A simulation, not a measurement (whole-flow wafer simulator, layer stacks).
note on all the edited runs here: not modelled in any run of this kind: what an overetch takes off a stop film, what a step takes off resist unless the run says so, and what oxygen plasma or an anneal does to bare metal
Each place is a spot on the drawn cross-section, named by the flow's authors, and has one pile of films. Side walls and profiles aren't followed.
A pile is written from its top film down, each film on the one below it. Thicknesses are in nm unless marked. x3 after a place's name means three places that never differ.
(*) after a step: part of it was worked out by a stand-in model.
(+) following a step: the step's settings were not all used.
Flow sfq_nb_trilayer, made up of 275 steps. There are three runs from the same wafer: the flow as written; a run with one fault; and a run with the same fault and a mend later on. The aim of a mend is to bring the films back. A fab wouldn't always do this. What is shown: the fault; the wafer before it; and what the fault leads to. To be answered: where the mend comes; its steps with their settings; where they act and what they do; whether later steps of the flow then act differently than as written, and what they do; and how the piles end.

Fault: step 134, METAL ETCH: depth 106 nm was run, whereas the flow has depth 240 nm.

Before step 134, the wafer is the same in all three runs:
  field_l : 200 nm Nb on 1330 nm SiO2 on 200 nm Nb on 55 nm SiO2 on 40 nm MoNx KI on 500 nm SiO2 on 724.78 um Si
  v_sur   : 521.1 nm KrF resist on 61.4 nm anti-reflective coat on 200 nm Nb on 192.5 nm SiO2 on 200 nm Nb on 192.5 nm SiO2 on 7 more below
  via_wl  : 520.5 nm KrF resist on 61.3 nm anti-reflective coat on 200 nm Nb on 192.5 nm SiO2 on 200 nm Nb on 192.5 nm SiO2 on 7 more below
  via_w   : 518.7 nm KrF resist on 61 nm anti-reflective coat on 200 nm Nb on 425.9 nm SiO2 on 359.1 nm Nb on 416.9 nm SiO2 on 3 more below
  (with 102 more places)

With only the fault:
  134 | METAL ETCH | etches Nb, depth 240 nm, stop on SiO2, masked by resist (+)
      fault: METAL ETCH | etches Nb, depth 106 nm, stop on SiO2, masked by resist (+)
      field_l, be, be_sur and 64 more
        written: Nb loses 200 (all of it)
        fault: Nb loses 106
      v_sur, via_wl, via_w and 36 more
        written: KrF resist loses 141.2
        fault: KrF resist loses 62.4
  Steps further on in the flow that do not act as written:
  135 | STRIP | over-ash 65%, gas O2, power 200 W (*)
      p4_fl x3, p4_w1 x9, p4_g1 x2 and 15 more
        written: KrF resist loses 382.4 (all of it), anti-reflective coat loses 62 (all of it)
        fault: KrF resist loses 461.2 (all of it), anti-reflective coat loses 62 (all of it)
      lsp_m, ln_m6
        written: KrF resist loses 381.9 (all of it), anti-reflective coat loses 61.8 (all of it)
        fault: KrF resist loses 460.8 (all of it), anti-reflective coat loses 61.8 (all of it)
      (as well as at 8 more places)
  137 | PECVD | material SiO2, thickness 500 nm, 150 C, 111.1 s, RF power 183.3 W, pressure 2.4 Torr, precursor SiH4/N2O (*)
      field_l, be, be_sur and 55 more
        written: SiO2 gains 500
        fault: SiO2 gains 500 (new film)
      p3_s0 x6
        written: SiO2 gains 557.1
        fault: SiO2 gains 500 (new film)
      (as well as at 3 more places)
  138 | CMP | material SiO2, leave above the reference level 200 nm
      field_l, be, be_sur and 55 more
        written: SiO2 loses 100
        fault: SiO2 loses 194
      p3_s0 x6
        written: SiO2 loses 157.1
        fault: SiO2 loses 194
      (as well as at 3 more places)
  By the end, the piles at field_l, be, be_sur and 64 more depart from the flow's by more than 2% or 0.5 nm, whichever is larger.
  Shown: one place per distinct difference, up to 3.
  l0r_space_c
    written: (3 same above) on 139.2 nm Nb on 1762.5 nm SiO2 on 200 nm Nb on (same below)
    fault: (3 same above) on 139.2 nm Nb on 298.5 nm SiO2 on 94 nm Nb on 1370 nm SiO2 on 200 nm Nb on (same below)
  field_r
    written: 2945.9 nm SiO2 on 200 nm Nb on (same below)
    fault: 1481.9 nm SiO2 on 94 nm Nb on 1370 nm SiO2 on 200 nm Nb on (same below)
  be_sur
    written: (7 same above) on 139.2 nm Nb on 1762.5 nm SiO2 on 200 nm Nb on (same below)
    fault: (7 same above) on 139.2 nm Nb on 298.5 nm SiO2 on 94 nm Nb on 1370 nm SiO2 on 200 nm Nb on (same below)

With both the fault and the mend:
  After step 134 comes the mend.
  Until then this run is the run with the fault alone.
  134a | METAL ETCH | etches Nb, depth 134 nm, stop on SiO2, masked by resist (+) (the flow's step 134, run once more with other settings)
      field_l, be, be_sur and 64 more
        Nb loses 94 (all of it)
      v_sur, via_wl, via_w and 36 more
        KrF resist loses 78.8
  Every later step of the flow that is run acts as written at every place that is followed.
  At every place that both follow, the piles at the end match the flow's.
